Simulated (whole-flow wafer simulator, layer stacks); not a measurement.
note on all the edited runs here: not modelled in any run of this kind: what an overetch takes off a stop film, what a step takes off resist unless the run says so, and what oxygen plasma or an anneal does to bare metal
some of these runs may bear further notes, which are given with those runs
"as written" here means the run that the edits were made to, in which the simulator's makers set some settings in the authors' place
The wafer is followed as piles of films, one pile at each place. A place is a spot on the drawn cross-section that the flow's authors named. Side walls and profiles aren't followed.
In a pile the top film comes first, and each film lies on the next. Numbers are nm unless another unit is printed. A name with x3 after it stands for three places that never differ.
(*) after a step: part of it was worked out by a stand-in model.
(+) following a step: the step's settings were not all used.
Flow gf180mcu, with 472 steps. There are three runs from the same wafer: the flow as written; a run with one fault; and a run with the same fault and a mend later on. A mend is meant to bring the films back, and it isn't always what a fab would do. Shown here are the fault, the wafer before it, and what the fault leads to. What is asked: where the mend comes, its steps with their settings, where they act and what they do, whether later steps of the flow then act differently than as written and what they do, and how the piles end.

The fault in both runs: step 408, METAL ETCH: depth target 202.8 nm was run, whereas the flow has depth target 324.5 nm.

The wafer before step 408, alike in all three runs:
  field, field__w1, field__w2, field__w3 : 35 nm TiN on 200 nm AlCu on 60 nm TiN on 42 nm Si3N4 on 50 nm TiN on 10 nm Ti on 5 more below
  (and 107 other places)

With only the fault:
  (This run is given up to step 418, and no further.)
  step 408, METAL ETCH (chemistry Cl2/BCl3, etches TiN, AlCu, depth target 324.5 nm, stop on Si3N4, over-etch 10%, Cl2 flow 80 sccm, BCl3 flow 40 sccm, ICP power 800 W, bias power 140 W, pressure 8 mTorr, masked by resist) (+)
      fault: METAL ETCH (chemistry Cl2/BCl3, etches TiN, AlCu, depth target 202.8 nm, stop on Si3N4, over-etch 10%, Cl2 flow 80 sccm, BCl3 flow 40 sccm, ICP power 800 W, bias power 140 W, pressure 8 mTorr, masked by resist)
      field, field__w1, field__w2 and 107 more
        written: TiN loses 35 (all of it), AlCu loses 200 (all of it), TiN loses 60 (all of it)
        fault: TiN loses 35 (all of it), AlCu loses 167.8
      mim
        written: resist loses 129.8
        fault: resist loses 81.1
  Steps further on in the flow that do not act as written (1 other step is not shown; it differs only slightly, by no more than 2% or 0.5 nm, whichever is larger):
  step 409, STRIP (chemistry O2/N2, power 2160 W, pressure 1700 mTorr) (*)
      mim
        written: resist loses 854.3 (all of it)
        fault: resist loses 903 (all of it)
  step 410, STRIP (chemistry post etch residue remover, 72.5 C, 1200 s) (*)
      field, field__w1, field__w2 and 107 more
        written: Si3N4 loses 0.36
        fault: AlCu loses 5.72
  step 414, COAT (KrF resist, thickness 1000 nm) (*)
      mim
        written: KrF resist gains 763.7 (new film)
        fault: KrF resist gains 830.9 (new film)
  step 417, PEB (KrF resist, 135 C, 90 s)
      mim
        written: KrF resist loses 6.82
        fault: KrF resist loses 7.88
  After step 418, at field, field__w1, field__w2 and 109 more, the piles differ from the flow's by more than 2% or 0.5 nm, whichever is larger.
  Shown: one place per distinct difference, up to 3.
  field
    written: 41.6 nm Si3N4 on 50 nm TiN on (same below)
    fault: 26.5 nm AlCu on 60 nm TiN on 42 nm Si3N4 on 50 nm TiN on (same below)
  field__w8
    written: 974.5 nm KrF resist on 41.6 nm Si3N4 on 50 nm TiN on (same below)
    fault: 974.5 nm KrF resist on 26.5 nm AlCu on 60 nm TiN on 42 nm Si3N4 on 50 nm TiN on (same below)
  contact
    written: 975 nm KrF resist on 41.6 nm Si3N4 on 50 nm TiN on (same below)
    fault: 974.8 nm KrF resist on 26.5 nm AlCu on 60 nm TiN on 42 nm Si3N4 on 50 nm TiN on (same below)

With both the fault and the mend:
  The mend stands after step 408.
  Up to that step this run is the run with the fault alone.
  step 408a, METAL ETCH (chemistry Cl2/BCl3, etches TiN, AlCu, depth target 121.7 nm, stop on Si3N4, over-etch 10%, Cl2 flow 80 sccm, BCl3 flow 40 sccm, ICP power 800 W, bias power 140 W, pressure 8 mTorr, masked by resist) (+) (the flow's step 408, run once more with other settings)
      field, field__w1, field__w2 and 107 more
        AlCu loses 32.2 (all of it), TiN loses 60 (all of it)
      mim
        resist loses 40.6
  None of the later steps of the flow differs from how it acts as written, at any place that is followed, by more than 2% or 0.5 nm, whichever is larger.
  The piles end the same as the flow's at every place that both follow.
